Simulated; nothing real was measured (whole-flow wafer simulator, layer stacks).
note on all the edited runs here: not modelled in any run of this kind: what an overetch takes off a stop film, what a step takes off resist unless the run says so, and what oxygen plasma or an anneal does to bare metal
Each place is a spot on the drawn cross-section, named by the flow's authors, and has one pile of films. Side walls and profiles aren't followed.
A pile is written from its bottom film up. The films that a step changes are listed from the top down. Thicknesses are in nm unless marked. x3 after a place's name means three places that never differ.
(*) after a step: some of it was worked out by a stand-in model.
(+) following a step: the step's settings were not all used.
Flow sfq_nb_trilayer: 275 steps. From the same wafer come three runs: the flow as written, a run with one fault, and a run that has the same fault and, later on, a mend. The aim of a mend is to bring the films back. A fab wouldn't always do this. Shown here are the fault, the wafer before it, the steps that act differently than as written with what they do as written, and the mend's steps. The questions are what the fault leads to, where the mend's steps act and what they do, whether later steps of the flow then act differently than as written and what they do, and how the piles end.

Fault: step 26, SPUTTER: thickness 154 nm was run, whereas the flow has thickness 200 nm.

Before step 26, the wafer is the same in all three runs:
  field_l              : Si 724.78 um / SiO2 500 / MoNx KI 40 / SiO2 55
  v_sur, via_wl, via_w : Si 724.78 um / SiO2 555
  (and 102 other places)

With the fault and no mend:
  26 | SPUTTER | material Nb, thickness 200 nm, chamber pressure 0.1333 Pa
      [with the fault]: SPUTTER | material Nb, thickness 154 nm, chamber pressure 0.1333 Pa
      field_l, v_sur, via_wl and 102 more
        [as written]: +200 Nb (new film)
        [with the fault]: +154 Nb (new film)
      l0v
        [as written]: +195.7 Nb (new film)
        [with the fault]: +149.8 Nb (new film)
  Later steps of the flow acting differently than as written (not shown: 5 more steps that differ only slightly, by at most 2% or 0.5 nm, whichever is larger):
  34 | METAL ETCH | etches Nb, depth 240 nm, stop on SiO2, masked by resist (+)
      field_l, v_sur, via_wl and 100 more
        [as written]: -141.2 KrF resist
        [with the fault]: -135.9 KrF resist
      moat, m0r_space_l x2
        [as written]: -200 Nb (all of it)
        [with the fault]: -154 Nb (all of it)
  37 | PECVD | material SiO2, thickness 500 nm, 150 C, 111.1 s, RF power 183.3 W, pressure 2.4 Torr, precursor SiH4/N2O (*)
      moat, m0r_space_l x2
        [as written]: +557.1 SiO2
        [with the fault]: +511.1 SiO2
  By the end, the piles at field_l, v_sur, via_wl and 100 more depart from the flow's by more than 2% or 0.5 nm, whichever is larger.
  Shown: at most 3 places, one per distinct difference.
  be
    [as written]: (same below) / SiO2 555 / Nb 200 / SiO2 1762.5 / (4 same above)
    [with the fault]: (same below) / SiO2 555 / Nb 154 / SiO2 1762.5 / (4 same above)
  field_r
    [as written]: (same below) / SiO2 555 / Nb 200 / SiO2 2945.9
    [with the fault]: (same below) / SiO2 555 / Nb 154 / SiO2 2945.9
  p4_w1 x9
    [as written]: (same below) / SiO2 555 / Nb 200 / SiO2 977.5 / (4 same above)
    [with the fault]: (same below) / SiO2 555 / Nb 154 / SiO2 977.5 / (4 same above)

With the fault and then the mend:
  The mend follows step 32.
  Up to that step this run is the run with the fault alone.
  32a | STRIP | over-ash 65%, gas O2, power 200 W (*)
      p4_fl x3, p4_w1 x9, p4_g1 x2 and 57 more
        -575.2 KrF resist (all of it), -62 anti-reflective coat (all of it)
      jj_sur, ce_l, c5j, ce_r, res, r_end
        -581.9 KrF resist (all of it), -63.6 anti-reflective coat (all of it)
      sp_r, be_r, r_sur
        -581.8 KrF resist (all of it), -63.6 anti-reflective coat (all of it)
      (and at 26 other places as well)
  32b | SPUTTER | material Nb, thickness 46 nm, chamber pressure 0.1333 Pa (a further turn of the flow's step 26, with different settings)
      field_l, via_wl, via_w and 100 more
        +46 Nb
      v_sur
        +44.4 Nb
      lsp_r
        +45.2 Nb
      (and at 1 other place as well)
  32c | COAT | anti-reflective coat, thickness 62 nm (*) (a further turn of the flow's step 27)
      p4_fl x3, p4_w1 x9, p4_g1 x2 and 59 more
        +62 anti-reflective coat (new film)
      gap, jj_sur, ce_l and 8 more
        +63.6 anti-reflective coat (new film)
      be, be_sur, field_r, lsp_l, ln_m6
        +63.7 anti-reflective coat (new film)
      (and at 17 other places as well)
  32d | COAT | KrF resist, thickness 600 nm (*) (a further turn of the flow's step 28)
      p4_fl x3, p4_w1 x9, p4_g1 x2 and 59 more
        +600 KrF resist (new film)
      c5j, ce_r, sp_r, be_r, r_sur, res
        +606.6 KrF resist (new film)
      be_sur, gap, moat, field_r
        +606.8 KrF resist (new film)
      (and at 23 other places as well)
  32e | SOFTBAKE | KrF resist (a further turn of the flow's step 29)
      does not change any film at any place that is followed
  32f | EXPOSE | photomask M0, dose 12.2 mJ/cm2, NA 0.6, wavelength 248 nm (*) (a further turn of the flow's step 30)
      does not change any film at any place that is followed
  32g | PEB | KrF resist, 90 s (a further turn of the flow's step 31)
      p4_fl x3, p4_w1 x9, p4_g1 x2 and 62 more
        -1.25 KrF resist
      v_sur, via_wr, via_sp and 21 more
        -1.27 KrF resist
      field_l, l0_sur
        -1.23 KrF resist
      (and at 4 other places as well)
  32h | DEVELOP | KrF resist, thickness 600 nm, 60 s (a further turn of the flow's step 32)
      field_l, v_sur, via_wl and 100 more
        -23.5 KrF resist
      m0r_space_l x2
        -598.7 KrF resist (all of it)
      moat
        -605.5 KrF resist (all of it)
  Every later step of the flow that is run acts as written, at every place that is followed, to within 2% or 0.5 nm, whichever is larger.
  When the end is reached, the piles differ only a little from the flow's at the places that both follow, at most by 2% or 0.5 nm, whichever is larger.
